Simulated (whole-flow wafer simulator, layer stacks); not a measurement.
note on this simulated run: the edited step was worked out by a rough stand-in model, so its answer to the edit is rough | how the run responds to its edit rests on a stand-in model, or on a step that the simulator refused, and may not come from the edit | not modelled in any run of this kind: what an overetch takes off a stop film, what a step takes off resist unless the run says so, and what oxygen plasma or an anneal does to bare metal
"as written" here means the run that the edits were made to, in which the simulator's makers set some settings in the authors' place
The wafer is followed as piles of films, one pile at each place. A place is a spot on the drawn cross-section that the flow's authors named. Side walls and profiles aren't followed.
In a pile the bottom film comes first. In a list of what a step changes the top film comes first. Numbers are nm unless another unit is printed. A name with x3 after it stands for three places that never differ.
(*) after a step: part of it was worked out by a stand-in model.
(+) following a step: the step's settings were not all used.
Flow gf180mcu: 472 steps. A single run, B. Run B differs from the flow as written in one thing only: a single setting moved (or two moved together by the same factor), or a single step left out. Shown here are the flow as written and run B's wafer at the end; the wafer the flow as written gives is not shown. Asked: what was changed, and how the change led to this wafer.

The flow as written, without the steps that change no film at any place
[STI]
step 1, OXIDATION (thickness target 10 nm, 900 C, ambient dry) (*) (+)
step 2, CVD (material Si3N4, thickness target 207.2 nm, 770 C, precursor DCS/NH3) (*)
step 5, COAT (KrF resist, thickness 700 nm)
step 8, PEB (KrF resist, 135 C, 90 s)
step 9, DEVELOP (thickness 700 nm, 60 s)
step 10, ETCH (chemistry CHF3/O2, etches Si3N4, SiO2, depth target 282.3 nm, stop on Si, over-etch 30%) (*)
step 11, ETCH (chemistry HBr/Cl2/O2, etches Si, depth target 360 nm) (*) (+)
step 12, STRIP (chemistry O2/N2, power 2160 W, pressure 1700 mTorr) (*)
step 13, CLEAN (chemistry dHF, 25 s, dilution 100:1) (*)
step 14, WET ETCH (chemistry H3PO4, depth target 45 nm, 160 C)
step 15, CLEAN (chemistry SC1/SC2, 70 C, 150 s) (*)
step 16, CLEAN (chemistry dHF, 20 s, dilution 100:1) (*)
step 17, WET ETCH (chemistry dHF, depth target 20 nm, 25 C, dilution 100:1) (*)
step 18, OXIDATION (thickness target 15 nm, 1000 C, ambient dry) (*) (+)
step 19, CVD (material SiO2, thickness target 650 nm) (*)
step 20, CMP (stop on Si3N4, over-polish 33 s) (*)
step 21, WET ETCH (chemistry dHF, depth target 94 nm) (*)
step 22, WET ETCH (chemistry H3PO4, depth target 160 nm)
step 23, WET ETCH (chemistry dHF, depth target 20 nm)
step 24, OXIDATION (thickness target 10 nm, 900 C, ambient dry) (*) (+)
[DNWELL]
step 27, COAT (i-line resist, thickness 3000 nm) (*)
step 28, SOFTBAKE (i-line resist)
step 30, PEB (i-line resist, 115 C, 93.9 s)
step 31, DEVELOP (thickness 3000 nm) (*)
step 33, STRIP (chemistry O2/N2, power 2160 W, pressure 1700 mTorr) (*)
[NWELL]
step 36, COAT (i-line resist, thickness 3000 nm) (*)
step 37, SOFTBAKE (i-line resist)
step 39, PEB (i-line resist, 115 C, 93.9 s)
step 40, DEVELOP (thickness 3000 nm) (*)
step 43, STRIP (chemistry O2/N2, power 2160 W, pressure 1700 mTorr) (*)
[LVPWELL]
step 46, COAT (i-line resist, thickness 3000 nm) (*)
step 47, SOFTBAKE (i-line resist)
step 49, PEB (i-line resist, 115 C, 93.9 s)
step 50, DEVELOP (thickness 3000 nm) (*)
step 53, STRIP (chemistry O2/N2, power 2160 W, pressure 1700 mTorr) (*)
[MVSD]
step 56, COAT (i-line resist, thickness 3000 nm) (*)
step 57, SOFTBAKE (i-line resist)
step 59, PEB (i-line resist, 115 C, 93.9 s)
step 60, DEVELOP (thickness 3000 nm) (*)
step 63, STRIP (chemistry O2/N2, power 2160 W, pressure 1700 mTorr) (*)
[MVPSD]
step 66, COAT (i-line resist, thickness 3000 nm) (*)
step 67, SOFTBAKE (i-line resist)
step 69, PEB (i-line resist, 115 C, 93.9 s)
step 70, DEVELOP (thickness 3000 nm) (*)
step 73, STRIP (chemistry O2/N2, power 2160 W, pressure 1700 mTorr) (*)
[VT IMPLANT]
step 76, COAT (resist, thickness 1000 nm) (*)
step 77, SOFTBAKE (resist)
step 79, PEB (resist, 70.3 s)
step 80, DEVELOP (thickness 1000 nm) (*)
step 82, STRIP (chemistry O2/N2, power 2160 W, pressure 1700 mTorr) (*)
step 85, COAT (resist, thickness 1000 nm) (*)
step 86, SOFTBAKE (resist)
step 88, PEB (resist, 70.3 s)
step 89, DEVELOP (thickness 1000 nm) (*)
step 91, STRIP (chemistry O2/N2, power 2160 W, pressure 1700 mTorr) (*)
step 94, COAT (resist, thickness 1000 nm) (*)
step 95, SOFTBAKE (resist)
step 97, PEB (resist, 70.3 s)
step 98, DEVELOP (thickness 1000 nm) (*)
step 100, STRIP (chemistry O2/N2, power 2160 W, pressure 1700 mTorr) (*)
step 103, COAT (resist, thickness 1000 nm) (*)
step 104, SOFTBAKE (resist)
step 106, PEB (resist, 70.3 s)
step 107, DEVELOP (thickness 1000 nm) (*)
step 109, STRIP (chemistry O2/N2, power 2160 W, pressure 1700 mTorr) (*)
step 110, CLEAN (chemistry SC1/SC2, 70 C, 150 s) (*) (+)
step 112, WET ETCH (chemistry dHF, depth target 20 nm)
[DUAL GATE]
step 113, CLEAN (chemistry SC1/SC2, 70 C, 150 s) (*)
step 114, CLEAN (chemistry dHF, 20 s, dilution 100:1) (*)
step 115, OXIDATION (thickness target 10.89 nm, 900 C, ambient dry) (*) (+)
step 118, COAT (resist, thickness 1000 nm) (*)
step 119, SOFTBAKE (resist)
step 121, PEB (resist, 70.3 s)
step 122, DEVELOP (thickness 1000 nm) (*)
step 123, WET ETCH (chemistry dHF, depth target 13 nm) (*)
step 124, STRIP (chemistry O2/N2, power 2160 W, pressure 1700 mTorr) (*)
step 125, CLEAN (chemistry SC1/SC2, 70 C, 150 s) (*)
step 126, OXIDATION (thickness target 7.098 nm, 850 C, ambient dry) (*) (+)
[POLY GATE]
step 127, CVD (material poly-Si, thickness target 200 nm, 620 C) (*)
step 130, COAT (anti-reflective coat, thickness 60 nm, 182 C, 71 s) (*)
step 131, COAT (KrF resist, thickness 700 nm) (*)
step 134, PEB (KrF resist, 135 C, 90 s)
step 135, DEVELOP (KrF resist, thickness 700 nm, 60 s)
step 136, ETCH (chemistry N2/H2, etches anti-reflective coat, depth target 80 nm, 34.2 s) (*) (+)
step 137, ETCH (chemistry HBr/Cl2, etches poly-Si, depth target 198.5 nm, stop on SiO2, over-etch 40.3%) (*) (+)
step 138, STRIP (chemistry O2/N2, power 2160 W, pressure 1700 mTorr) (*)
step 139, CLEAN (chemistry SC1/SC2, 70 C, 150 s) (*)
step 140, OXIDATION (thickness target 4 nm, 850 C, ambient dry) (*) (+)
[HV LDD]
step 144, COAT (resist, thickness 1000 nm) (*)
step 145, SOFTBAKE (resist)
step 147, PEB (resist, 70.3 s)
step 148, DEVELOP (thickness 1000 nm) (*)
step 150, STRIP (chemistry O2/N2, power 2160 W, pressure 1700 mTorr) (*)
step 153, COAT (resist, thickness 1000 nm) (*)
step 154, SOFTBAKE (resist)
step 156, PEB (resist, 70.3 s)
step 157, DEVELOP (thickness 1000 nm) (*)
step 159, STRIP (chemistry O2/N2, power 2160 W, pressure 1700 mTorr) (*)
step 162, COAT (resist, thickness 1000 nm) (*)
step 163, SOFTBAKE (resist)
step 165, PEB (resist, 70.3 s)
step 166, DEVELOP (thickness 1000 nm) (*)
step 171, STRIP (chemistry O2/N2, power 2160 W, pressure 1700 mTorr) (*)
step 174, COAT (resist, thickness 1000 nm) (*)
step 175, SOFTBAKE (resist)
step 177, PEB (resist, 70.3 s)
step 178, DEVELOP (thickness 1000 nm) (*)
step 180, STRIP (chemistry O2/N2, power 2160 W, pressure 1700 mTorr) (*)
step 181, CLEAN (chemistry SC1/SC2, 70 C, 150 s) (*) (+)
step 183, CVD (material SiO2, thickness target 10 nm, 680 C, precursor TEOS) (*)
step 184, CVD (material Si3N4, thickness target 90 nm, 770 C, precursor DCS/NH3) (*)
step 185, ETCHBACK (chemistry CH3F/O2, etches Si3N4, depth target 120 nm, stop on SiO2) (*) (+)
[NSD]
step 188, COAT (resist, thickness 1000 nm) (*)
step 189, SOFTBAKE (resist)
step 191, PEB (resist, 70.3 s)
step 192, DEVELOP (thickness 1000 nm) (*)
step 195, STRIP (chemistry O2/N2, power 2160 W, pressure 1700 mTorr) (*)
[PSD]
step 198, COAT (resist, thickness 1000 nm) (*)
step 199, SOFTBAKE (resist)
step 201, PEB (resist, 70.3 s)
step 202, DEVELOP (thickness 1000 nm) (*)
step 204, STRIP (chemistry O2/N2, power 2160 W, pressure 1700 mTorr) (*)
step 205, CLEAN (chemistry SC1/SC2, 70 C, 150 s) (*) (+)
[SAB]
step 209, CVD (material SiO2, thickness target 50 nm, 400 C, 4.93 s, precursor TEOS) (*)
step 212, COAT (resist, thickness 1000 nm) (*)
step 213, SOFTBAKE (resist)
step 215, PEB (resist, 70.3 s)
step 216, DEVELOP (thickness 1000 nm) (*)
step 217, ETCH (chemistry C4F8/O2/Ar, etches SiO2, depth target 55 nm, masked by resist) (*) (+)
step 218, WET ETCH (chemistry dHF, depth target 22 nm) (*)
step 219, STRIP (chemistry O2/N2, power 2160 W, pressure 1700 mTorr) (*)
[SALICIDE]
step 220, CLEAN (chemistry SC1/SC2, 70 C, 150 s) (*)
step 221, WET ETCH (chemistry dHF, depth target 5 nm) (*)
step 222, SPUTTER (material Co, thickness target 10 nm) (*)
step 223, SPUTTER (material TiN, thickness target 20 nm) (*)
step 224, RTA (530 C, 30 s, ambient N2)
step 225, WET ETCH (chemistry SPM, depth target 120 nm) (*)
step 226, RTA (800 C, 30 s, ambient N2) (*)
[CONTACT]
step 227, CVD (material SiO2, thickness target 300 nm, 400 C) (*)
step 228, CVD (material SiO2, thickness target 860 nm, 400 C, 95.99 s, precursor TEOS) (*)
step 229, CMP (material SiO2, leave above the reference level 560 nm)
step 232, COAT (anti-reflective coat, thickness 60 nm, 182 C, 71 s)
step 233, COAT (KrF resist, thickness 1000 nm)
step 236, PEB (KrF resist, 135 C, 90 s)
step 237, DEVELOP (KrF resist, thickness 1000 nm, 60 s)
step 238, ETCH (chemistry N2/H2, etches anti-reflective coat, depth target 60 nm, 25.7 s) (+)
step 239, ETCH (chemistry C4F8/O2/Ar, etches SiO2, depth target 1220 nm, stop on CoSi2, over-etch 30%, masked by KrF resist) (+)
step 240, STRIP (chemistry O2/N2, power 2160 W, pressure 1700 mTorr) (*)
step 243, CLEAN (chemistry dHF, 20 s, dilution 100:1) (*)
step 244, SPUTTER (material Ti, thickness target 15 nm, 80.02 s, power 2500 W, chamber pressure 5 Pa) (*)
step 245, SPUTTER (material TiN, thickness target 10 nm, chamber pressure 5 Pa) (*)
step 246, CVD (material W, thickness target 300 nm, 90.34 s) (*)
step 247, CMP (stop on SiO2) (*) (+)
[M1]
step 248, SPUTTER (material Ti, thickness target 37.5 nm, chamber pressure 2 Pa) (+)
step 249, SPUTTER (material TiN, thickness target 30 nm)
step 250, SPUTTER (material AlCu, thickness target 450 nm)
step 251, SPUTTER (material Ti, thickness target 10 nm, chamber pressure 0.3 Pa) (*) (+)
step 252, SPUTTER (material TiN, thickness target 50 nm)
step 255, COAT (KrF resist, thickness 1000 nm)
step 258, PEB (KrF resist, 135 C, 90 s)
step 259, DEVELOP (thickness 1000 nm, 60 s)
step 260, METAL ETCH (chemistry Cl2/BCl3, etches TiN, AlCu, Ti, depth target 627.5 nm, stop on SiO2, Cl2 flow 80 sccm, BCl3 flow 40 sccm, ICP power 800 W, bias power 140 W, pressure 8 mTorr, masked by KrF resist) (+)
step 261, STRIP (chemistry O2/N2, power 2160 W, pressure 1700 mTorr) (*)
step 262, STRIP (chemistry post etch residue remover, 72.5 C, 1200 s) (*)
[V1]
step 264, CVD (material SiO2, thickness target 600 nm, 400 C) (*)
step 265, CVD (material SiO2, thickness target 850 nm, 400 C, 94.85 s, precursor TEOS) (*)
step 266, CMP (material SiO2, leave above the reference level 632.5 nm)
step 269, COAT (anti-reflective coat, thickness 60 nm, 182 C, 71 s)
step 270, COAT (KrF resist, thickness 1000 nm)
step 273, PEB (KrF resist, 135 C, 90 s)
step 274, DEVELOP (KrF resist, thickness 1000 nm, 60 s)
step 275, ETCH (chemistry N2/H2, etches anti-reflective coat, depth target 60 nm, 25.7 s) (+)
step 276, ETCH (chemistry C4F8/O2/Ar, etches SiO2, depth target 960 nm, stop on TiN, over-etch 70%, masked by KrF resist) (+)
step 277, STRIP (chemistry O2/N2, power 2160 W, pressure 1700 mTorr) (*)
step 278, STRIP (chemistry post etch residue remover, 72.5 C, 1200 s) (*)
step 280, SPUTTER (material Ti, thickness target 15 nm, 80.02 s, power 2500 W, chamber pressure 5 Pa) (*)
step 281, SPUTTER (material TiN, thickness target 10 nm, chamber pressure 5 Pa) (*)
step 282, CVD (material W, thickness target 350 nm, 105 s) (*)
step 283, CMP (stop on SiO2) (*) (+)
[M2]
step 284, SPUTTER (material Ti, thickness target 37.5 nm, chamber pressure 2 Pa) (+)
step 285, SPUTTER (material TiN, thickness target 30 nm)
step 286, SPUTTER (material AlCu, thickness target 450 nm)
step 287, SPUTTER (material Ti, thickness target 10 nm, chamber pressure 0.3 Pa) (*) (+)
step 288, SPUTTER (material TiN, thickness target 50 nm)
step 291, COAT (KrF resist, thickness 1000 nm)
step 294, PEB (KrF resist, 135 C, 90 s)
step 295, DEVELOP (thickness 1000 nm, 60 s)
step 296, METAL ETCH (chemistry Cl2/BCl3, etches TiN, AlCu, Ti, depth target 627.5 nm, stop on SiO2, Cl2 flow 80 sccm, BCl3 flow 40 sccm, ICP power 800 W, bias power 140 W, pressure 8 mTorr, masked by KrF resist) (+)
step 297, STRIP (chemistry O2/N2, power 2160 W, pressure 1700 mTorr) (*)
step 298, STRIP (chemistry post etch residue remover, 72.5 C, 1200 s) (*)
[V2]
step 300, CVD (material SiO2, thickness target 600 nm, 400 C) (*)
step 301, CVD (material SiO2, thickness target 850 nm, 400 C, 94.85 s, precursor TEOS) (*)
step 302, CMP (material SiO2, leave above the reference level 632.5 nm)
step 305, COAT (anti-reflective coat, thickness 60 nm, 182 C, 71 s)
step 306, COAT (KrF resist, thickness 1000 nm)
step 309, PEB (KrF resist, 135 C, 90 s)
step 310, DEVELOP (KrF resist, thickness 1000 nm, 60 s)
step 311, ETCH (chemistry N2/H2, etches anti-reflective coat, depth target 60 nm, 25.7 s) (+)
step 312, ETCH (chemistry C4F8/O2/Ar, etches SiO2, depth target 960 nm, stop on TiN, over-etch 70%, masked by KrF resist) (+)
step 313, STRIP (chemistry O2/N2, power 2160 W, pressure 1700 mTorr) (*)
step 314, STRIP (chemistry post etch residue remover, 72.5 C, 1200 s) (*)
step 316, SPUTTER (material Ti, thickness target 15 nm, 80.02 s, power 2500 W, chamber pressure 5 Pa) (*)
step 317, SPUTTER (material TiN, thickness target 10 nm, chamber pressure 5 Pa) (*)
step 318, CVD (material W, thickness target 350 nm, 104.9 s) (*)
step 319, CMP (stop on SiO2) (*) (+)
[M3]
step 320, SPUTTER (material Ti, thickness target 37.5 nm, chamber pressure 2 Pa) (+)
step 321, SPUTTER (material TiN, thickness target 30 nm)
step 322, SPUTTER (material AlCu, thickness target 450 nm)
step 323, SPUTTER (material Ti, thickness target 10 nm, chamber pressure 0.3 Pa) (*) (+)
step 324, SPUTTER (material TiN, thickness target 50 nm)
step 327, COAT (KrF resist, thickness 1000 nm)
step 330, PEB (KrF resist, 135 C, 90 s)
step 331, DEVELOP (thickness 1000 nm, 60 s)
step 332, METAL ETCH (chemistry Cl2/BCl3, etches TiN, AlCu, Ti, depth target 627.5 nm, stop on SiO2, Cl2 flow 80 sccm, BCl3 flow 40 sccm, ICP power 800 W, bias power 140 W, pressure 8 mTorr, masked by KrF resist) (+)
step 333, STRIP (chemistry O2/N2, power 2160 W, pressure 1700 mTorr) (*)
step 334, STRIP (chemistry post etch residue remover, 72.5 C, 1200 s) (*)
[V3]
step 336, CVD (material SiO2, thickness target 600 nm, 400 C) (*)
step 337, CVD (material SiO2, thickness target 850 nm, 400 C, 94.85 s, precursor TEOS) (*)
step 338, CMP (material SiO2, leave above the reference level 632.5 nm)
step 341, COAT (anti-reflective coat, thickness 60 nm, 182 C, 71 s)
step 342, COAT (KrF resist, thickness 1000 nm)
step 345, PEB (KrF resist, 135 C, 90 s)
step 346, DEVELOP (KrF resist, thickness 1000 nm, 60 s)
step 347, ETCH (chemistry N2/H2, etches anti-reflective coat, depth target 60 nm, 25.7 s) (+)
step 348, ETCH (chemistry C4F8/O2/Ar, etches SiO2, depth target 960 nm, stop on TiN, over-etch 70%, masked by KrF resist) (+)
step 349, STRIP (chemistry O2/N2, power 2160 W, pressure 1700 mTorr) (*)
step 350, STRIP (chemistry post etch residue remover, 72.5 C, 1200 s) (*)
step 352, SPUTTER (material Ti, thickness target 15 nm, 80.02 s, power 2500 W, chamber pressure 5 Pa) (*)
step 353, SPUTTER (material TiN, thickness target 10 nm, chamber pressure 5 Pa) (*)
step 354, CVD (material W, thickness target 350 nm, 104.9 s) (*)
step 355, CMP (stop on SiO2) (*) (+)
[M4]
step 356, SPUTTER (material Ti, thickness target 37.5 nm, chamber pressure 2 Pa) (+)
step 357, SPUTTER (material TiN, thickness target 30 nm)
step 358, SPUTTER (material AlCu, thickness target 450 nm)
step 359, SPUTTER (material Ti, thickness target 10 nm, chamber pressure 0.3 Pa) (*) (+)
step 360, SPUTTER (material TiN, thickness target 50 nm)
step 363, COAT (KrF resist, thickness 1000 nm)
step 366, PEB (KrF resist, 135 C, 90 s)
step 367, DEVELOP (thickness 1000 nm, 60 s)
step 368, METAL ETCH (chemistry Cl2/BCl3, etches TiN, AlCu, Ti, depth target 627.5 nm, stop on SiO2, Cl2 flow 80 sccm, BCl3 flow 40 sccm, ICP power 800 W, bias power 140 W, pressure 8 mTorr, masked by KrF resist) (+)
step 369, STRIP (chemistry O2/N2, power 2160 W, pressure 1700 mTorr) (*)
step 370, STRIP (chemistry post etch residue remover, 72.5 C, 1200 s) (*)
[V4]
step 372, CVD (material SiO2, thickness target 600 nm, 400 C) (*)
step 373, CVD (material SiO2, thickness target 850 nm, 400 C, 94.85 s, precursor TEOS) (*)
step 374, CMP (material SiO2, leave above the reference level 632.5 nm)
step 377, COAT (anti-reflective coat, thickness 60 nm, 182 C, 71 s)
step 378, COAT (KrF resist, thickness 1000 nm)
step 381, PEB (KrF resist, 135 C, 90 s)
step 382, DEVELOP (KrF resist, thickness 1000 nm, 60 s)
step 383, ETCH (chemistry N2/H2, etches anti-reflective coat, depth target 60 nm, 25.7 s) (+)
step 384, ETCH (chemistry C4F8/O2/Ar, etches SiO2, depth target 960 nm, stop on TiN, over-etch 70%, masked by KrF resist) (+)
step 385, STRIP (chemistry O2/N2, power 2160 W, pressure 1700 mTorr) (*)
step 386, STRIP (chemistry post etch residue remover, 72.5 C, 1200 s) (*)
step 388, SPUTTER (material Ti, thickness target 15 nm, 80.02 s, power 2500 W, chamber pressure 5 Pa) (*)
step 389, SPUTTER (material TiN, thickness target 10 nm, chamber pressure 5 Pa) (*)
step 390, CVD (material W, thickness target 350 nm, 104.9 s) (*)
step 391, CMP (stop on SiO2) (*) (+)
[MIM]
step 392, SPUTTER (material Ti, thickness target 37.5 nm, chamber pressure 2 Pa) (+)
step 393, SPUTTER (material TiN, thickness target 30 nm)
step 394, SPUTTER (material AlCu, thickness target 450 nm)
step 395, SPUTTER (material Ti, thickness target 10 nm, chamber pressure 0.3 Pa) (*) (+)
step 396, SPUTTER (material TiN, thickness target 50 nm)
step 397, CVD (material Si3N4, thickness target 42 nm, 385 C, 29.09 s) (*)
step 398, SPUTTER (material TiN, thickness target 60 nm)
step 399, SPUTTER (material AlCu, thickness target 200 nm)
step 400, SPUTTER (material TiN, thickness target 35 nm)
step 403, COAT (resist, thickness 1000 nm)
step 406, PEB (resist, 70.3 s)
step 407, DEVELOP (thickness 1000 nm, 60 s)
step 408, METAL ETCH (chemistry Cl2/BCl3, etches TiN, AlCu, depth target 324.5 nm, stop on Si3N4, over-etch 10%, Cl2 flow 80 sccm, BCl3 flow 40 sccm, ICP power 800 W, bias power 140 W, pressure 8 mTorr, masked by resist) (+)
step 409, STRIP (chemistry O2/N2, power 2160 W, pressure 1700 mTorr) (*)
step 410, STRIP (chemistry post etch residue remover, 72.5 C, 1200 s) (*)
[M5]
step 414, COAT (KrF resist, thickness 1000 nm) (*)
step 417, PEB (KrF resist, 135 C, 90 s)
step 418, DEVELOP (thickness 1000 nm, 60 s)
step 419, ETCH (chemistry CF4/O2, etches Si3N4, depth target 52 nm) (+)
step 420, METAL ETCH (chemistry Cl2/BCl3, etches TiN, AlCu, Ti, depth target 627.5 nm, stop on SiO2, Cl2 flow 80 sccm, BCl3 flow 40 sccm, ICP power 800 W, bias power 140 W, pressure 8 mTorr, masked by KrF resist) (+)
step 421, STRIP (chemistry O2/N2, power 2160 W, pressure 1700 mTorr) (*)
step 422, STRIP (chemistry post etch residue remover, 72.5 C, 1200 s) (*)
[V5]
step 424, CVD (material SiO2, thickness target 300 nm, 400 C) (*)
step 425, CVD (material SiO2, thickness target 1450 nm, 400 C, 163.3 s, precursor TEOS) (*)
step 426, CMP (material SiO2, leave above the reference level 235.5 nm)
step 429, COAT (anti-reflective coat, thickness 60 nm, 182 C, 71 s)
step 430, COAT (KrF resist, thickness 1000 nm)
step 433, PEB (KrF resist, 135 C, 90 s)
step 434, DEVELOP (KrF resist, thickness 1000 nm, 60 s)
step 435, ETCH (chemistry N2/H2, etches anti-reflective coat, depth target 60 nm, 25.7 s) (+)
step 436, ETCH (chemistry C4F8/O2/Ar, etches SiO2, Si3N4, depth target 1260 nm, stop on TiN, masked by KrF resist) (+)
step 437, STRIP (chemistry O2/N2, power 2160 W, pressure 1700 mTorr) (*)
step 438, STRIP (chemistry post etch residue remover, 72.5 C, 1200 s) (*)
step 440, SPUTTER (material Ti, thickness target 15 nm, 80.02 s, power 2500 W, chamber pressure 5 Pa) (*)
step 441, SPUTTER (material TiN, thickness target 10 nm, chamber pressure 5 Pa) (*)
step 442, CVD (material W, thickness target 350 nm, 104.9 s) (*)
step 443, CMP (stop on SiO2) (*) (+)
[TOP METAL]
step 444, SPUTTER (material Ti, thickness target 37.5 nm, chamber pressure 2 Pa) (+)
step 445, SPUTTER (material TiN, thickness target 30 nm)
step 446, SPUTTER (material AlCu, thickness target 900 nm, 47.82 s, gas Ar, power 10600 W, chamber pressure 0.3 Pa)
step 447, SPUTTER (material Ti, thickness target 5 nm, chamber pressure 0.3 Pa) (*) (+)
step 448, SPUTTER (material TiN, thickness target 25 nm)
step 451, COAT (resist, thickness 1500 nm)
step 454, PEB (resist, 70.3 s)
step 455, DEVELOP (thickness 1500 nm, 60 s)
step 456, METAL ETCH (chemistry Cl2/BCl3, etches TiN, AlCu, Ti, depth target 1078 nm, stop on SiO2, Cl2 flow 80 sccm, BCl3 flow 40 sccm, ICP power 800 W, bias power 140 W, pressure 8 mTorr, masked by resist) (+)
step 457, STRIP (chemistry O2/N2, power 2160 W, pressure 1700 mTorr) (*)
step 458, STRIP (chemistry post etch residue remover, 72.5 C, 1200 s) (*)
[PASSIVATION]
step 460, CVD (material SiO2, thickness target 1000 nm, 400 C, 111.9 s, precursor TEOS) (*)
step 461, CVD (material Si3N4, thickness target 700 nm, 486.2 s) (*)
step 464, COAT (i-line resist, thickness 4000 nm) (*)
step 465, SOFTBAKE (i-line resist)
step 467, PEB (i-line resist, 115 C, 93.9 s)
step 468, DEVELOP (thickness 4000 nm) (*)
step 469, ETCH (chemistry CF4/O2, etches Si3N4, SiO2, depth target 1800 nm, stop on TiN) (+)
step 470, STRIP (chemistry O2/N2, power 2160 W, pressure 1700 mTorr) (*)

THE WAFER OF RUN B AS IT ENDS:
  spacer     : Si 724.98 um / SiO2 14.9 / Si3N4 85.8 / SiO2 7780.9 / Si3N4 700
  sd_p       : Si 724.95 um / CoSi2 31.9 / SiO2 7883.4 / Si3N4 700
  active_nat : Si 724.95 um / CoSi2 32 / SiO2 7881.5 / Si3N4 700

What caused this: step 183, CVD: thickness target 7.7 nm was run, though the flow has thickness target 10 nm.

Step by step, how the change led to this:
  step 183, CVD (material SiO2, thickness target 10 nm, 680 C, precursor TEOS) (*)
      field, field__w1, field__w2 and 99 more: +7.7 SiO2 (in the flow as written it would be: +10 SiO2)
      ld_drift_p: +7.6 SiO2 (in the flow as written it would be: +9.87 SiO2)
      (as well as at 1 more place)
  step 189, SOFTBAKE (resist)
      field: -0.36 resist (in the flow as written it would be: +3.56 resist)
      active_hv: -0.5 resist (in the flow as written it would be: +2.68 resist)
      (as well as at 3 more places)
  step 199, SOFTBAKE (resist)
      field: -0.36 resist (in the flow as written it would be: +3.56 resist)
      active_hv: -0.5 resist (in the flow as written it would be: +2.68 resist)
      (as well as at 3 more places)
  step 218, WET ETCH (chemistry dHF, depth target 22 nm) (*)
      gate, gate_hv, gate_p and 23 more: -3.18 SiO2 (all of it) (in the flow as written it would be: -5.48 SiO2 (all of it))
      active, p_well, sd_n, iso_ptap_pw, iso_ntap_nw, iso_ptap_sub, vpnp_e: -6.71 SiO2 (all of it) (in the flow as written it would be: -9.01 SiO2 (all of it))
      (as well as at 16 more places)
